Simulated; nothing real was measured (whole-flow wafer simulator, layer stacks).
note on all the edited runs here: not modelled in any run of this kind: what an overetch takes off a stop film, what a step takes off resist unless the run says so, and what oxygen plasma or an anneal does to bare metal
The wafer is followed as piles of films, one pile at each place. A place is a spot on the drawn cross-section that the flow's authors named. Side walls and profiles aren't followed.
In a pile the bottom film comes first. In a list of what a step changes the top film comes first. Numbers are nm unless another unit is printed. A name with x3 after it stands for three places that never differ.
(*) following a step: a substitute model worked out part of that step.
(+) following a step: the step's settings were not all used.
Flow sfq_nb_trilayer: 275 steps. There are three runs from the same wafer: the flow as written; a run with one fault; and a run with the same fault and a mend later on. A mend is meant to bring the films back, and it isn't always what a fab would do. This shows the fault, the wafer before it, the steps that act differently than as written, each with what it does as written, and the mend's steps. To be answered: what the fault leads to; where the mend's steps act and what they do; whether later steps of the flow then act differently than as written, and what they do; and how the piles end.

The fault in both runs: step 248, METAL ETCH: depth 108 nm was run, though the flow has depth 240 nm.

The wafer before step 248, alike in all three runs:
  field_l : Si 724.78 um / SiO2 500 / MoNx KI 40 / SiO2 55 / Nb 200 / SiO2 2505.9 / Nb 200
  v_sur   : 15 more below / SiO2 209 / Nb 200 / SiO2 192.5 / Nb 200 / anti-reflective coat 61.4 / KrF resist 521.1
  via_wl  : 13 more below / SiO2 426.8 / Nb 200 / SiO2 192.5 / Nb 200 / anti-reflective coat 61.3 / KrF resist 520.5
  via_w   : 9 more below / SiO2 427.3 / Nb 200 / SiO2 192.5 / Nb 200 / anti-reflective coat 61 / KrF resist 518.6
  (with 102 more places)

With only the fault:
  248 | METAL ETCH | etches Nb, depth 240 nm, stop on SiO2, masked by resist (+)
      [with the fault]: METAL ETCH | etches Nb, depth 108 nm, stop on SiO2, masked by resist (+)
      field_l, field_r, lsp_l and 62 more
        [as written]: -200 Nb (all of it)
        [with the fault]: -108 Nb
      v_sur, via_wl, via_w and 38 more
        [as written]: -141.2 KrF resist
        [with the fault]: -63.5 KrF resist
  Steps further on in the flow that do not act as written:
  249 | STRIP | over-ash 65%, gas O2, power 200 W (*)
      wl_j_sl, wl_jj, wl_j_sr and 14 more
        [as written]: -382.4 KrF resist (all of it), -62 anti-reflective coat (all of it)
        [with the fault]: -460 KrF resist (all of it), -62 anti-reflective coat (all of it)
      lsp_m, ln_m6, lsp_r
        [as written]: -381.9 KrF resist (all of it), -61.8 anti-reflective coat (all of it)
        [with the fault]: -459.6 KrF resist (all of it), -61.8 anti-reflective coat (all of it)
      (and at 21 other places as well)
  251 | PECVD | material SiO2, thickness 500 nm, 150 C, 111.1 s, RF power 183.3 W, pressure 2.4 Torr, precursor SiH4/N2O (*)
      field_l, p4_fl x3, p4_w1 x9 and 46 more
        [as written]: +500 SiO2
        [with the fault]: +500 SiO2 (new film)
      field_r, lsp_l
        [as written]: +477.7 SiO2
        [with the fault]: +487.9 SiO2 (new film)
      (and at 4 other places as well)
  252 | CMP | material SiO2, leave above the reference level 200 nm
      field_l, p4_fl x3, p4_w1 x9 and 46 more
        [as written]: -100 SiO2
        [with the fault]: -192 SiO2
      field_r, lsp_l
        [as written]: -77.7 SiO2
        [with the fault]: -179.9 SiO2
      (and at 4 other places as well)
  The piles end different from the flow's at field_l, field_r, lsp_l and 62 more by more than 2% or 0.5 nm, whichever is larger.
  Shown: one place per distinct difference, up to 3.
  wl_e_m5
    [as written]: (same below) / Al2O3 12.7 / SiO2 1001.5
    [with the fault]: (same below) / Al2O3 12.7 / SiO2 601.5 / Nb 92 / SiO2 308
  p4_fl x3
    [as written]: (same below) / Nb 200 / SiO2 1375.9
    [with the fault]: (same below) / Nb 200 / SiO2 975.9 / Nb 92 / SiO2 308
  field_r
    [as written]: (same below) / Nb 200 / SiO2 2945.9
    [with the fault]: (same below) / Nb 200 / SiO2 2545.9 / Nb 92 / SiO2 308

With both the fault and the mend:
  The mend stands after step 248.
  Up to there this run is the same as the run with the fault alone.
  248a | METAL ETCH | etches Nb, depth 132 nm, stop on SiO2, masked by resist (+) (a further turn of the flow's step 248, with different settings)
      field_l, field_r, lsp_l and 62 more
        -92 Nb (all of it)
      v_sur, via_wl, via_w and 38 more
        -77.6 KrF resist
  None of the later steps of the flow acts differently than as written at any place that is followed.
  The piles end the same as the flow's at every place that both follow.
